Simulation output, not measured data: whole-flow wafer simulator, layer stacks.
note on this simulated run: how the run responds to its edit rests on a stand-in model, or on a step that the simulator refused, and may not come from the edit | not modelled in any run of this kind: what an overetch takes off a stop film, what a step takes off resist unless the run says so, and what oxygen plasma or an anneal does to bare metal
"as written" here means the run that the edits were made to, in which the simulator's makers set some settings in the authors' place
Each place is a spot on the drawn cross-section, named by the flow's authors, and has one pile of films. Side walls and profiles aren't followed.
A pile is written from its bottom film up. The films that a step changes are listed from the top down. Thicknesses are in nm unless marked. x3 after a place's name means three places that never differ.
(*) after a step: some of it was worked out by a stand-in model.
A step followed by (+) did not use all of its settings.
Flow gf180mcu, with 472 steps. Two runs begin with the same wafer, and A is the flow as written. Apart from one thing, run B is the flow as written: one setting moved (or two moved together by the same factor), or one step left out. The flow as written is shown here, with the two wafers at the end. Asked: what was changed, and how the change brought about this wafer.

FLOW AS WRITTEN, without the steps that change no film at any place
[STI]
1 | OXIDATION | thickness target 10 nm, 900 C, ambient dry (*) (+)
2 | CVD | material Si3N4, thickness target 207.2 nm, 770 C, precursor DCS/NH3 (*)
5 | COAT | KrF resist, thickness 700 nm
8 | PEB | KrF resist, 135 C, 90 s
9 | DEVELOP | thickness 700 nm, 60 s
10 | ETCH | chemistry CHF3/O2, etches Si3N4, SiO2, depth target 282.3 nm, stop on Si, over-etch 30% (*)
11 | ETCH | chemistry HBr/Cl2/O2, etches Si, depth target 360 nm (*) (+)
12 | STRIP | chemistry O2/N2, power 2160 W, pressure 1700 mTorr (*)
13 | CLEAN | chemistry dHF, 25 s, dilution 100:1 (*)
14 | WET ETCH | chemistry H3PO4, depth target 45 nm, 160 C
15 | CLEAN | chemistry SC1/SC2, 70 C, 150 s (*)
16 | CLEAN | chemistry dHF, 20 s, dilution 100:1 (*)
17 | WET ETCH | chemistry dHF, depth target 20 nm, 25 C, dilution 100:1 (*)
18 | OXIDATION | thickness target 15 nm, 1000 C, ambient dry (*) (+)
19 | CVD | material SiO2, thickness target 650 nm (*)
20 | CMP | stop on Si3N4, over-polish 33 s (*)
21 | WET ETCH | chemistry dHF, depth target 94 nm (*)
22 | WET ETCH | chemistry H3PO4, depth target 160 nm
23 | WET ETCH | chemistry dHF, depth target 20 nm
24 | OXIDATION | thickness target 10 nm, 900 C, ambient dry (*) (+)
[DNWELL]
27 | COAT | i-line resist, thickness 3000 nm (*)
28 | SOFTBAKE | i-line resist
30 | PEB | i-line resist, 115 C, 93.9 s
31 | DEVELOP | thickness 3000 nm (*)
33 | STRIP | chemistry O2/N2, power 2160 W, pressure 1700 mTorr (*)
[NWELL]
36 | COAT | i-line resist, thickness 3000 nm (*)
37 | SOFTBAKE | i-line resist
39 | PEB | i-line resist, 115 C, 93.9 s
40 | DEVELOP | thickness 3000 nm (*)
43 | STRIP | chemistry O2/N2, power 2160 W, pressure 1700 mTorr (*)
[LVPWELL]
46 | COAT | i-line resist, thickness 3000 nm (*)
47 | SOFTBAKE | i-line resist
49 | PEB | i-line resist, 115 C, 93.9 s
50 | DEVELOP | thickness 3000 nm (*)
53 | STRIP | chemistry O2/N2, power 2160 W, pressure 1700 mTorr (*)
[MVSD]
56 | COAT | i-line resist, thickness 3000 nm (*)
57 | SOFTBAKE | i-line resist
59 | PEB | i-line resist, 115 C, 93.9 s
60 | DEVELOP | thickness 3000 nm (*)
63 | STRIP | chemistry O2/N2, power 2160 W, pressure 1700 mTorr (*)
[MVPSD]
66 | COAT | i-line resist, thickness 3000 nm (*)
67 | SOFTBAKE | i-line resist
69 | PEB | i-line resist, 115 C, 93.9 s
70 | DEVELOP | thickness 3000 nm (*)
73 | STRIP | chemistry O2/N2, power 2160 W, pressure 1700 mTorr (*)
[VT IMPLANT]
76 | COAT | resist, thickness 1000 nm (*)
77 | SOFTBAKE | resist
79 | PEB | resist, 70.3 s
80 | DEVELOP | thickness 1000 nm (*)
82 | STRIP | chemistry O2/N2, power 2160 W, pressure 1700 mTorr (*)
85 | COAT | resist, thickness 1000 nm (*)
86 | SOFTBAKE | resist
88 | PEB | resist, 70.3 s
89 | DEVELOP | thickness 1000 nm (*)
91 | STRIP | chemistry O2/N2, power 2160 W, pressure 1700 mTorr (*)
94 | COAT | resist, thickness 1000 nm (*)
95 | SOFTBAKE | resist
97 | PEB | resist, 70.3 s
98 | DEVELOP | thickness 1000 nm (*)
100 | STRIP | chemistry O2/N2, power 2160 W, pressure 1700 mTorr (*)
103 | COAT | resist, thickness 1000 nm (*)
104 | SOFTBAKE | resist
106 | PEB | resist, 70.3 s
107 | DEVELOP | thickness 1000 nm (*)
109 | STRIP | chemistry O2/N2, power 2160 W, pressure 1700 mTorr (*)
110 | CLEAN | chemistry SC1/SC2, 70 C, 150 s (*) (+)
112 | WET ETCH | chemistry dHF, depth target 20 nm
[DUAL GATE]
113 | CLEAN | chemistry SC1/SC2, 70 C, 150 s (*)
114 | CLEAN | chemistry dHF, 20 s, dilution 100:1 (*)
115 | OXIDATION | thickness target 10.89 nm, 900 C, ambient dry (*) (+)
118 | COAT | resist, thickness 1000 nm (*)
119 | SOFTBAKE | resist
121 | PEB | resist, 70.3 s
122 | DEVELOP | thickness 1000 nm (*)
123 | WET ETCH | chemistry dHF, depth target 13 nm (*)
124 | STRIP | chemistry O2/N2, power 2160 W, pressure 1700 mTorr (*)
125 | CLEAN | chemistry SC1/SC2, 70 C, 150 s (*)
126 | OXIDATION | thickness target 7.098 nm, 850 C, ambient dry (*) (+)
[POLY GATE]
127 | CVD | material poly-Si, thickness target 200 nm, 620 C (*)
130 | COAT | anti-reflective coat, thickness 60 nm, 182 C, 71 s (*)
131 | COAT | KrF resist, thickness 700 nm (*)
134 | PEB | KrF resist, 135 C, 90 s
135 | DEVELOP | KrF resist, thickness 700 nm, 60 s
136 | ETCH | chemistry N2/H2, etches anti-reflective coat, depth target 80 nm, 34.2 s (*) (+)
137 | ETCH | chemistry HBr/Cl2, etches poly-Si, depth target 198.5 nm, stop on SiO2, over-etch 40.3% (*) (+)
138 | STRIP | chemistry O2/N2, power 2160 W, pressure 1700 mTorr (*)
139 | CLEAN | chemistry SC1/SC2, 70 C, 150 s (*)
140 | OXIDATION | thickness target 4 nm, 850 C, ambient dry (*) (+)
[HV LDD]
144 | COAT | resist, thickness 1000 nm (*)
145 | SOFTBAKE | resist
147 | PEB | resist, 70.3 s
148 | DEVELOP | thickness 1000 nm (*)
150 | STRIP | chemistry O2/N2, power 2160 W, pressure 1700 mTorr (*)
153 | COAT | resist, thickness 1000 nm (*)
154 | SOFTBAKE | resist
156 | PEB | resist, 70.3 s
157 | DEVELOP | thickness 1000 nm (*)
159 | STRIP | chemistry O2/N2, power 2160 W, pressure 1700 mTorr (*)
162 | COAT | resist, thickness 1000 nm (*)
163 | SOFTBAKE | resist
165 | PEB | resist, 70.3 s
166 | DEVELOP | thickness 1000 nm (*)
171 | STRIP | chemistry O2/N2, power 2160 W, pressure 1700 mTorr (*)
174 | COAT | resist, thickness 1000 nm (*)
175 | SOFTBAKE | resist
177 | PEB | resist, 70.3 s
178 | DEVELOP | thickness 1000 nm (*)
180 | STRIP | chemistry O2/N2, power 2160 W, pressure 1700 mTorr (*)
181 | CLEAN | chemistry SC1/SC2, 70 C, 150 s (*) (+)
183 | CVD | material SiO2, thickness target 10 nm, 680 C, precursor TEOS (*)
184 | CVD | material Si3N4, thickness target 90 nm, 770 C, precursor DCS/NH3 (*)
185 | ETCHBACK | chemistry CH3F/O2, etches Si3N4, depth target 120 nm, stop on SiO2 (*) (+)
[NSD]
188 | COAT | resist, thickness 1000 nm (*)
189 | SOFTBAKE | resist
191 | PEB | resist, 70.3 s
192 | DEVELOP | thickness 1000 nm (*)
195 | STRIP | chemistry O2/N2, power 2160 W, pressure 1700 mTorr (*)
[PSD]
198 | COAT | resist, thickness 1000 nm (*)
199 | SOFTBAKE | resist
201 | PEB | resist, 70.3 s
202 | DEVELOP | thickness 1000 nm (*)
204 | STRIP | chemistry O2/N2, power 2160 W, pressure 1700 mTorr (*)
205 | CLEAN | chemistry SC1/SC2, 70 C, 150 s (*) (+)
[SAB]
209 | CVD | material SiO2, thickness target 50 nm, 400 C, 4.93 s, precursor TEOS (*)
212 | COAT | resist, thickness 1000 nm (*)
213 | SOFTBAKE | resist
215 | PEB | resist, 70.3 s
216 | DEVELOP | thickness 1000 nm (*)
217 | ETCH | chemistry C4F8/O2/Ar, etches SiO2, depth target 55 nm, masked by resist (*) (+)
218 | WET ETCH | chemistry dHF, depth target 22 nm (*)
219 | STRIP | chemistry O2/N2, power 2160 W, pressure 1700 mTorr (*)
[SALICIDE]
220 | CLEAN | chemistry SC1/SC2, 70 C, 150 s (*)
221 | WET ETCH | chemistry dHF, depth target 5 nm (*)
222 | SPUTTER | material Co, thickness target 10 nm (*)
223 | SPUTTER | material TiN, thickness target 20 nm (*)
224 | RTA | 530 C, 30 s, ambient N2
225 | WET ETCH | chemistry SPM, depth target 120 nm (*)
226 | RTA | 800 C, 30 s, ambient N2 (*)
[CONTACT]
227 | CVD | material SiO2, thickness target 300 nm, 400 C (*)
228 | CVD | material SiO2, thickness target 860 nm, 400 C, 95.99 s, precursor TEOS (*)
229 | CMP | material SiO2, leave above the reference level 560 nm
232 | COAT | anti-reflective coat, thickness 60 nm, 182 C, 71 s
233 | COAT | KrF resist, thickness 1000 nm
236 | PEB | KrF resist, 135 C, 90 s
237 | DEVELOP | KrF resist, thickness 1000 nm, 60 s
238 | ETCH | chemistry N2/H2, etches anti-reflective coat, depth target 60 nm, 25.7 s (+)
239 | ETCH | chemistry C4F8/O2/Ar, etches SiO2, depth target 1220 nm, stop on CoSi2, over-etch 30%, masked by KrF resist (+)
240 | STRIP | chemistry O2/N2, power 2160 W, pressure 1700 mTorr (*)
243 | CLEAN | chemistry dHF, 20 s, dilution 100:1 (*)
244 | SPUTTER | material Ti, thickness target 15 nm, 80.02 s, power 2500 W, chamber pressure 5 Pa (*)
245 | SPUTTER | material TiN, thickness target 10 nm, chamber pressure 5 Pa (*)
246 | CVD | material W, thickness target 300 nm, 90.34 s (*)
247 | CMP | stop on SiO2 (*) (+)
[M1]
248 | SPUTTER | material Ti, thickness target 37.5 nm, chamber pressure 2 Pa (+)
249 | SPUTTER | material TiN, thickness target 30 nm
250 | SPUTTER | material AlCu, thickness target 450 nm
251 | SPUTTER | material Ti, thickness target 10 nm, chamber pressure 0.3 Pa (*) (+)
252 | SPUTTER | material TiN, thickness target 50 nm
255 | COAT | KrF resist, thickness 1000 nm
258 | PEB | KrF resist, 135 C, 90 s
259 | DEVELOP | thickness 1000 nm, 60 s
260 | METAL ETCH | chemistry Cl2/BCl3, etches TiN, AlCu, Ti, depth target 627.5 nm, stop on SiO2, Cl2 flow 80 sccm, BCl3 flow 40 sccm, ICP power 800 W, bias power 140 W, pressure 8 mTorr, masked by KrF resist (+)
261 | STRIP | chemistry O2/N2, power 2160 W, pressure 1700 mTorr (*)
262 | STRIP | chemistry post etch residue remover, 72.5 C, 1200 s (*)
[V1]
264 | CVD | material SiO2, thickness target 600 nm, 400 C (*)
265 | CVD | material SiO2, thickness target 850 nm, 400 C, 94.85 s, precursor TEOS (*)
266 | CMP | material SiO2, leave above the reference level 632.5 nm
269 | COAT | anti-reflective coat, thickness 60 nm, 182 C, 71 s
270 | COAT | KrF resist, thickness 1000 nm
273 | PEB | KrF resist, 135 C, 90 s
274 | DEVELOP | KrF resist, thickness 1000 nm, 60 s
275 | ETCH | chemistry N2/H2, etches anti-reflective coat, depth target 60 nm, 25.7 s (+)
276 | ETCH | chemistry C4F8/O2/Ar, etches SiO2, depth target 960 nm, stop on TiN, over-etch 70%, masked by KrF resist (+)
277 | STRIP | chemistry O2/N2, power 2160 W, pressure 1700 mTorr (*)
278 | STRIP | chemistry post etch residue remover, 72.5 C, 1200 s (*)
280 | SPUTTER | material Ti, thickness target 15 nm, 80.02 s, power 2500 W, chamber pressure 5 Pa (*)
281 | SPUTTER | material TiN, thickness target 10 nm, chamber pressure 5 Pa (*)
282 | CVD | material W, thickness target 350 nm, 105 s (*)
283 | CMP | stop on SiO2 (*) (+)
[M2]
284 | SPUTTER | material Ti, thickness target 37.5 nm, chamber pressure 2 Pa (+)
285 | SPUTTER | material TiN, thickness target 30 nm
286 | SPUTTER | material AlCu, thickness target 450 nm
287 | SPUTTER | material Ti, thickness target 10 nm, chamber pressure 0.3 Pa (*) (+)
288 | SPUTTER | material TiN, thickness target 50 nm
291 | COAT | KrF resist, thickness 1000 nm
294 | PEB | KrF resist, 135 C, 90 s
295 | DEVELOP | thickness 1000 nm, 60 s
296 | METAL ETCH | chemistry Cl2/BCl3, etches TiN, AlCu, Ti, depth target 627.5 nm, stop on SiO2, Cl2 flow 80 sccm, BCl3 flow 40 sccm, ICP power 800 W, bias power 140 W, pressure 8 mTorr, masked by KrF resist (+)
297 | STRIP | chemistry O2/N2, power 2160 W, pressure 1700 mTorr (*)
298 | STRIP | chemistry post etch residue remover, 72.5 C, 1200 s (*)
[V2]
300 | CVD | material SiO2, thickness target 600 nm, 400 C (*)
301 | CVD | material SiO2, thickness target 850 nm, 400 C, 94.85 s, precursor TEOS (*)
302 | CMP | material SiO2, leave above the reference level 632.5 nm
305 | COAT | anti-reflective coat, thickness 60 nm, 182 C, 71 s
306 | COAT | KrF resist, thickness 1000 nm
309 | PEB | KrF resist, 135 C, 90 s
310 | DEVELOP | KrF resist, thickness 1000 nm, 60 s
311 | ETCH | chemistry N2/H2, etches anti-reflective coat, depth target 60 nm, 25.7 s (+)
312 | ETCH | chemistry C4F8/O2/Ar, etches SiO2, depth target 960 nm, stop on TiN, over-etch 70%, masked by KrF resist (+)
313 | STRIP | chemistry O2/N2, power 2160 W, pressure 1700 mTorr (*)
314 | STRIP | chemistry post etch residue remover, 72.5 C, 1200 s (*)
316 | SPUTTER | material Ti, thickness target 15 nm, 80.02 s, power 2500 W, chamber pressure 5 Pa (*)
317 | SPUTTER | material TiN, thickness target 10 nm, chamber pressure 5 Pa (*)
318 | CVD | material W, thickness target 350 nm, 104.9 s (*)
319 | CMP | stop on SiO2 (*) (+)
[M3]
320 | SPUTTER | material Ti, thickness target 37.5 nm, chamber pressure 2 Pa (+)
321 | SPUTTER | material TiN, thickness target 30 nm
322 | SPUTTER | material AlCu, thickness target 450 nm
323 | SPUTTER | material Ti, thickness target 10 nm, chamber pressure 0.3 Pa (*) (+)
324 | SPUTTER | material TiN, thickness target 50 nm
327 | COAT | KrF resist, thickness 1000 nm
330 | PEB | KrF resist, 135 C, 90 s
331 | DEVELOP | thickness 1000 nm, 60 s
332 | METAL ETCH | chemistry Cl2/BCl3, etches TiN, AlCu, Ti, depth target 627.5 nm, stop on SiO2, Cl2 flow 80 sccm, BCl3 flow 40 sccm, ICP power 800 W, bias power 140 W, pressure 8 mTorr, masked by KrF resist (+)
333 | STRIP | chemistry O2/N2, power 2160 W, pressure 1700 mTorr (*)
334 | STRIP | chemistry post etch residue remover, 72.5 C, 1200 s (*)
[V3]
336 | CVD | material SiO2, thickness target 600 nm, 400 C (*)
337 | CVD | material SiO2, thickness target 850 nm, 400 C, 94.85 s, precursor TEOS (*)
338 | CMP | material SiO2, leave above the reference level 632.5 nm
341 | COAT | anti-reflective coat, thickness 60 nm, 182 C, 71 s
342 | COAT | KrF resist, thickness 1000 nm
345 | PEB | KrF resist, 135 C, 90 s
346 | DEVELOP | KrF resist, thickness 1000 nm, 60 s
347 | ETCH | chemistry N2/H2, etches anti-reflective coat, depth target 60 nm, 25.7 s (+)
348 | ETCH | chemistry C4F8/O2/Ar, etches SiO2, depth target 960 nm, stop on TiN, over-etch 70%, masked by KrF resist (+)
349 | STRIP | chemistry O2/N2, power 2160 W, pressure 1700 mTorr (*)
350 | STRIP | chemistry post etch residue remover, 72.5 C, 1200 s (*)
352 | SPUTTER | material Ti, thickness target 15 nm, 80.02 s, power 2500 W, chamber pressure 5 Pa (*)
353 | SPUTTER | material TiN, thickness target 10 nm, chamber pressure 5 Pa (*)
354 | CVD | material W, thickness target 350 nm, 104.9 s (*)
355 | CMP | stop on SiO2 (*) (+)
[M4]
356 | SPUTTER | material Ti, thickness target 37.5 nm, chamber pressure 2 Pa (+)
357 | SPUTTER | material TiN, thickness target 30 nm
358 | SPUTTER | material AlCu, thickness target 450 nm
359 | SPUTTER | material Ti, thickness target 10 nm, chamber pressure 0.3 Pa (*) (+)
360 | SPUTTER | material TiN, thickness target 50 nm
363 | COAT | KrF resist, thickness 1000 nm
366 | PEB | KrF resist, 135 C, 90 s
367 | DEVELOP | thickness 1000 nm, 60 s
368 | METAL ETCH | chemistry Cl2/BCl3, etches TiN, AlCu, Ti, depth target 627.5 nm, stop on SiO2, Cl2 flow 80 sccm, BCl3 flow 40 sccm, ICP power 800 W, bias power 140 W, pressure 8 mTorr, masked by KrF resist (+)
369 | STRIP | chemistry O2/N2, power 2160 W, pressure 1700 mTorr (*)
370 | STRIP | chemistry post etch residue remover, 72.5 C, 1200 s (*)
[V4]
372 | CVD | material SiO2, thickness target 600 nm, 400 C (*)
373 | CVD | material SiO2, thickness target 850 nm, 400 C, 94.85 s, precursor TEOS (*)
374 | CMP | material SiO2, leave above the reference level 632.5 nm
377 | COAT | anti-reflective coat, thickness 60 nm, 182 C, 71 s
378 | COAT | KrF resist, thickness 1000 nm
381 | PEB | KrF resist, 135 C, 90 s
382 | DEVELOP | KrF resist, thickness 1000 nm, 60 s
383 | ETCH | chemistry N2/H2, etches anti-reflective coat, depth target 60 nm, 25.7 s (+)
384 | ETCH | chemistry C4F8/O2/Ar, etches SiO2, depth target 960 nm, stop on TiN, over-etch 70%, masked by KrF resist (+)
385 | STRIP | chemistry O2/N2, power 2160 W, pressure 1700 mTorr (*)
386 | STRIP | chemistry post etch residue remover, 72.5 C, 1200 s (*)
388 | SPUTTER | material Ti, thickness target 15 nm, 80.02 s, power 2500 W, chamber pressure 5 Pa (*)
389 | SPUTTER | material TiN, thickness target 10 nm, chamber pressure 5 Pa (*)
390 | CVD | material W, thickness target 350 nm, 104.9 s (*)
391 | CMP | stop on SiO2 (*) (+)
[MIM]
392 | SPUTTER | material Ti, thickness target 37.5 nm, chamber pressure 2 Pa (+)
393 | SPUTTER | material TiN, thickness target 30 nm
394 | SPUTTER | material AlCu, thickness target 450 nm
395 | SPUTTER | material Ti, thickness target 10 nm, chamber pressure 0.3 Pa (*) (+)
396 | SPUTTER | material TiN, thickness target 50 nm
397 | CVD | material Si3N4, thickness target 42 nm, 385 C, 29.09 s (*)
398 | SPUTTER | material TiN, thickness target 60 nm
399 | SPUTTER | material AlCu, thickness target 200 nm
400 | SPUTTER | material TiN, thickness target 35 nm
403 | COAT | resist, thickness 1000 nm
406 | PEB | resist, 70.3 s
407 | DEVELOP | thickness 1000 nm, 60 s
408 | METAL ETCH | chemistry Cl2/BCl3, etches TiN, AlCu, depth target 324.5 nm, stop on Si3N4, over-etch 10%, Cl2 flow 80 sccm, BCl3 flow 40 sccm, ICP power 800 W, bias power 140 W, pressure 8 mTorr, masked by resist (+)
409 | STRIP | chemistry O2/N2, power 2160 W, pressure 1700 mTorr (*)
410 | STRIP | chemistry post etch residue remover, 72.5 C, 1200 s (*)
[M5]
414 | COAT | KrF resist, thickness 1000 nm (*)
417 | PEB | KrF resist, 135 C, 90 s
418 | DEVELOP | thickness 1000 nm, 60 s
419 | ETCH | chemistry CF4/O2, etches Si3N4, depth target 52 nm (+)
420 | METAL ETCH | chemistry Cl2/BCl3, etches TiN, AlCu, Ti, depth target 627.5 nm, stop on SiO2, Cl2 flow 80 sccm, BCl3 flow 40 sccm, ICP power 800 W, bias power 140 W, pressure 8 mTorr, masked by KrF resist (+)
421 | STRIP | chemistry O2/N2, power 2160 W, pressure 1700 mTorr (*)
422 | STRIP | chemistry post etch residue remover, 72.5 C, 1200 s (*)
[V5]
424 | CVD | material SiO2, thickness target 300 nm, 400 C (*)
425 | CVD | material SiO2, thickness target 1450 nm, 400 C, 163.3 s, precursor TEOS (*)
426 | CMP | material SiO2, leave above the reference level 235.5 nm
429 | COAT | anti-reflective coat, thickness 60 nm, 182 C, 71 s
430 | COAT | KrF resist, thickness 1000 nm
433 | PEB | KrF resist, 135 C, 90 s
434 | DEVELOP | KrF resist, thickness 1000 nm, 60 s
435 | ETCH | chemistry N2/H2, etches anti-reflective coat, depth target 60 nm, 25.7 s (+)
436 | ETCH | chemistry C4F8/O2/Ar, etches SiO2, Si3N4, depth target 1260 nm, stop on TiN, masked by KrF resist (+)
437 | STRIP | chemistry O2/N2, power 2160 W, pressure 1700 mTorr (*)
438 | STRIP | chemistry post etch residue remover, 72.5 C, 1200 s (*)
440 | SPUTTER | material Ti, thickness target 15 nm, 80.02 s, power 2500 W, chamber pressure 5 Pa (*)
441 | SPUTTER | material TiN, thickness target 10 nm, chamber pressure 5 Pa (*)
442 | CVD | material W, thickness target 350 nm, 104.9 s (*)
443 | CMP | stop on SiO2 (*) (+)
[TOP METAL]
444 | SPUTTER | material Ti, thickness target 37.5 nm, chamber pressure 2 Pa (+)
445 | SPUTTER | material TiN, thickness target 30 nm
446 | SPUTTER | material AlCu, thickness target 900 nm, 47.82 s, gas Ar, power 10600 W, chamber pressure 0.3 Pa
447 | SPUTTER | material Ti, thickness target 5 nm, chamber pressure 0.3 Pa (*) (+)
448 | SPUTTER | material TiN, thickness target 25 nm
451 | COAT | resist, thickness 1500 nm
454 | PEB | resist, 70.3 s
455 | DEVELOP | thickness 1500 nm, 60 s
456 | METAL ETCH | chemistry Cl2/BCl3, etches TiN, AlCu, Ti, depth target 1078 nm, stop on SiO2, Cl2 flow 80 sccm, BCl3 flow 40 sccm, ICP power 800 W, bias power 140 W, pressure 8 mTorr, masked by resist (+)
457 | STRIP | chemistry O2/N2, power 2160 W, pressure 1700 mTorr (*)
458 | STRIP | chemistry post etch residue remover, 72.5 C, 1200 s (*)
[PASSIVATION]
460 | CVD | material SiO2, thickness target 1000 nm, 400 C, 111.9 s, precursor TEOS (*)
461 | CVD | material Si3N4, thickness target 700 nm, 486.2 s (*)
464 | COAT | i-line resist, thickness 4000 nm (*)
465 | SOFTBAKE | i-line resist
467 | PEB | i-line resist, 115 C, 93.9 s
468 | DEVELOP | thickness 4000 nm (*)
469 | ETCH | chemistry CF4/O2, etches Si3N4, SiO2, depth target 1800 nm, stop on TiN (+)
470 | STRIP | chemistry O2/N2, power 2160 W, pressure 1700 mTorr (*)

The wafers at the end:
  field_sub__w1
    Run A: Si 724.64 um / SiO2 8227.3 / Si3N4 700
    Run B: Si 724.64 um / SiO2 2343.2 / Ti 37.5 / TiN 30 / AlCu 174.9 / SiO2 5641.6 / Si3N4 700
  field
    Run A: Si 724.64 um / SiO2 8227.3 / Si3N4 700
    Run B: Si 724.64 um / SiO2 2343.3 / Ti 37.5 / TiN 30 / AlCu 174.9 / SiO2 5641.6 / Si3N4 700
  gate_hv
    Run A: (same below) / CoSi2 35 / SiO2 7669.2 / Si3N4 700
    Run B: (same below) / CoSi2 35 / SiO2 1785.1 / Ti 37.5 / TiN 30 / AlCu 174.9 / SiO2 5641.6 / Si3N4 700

Cause: step 296, METAL ETCH: depth target 329.4 nm was run, whereas the flow has depth target 627.5 nm.

Step by step, how the change led to this:
  296 | METAL ETCH | chemistry Cl2/BCl3, etches TiN, AlCu, Ti, depth target 627.5 nm, stop on SiO2, Cl2 flow 80 sccm, BCl3 flow 40 sccm, ICP power 800 W, bias power 140 W, pressure 8 mTorr, masked by KrF resist (+)
      field, field__w1, field__w2 and 103 more: A TiN loses 50 (all of it), Ti loses 10 (all of it), AlCu loses 450 (all of it), TiN loses 30 (all of it), Ti loses 37.5 (all of it) | B TiN loses 50 (all of it), Ti loses 10 (all of it), AlCu loses 269.4
      field__w8, contact, m1, m1__w1, m1_nw: A KrF resist loses 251 | B KrF resist loses 131.8
  297 | STRIP | chemistry O2/N2, power 2160 W, pressure 1700 mTorr (*)
      field__w8, contact, m1, m1__w1, m1_nw: A KrF resist loses 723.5 (all of it) | B KrF resist loses 842.8 (all of it)
  298 | STRIP | chemistry post etch residue remover, 72.5 C, 1200 s (*)
      field, field__w1, field__w2 and 103 more: A nothing | B AlCu loses 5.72
  300 | CVD | material SiO2, thickness target 600 nm, 400 C (*)
      field, field__w1, field__w2 and 103 more: A SiO2 gains 600 | B SiO2 gains 600 (new film)
  302 | CMP | material SiO2, leave above the reference level 632.5 nm
      field, field__w1, field__w2 and 103 more: A SiO2 loses 300 | B SiO2 loses 542.4
With metal films that touch counted as one body, field_sub__w1 has 1 body; the flow as written gives 0 bodies.
With metal films that touch counted as one body, field has 1 body; the flow as written gives 0 bodies.
With metal films that touch counted as one body, gate_hv has 2 bodies (between them, from the top down: SiO2 1785.1); the flow as written gives 1 body.
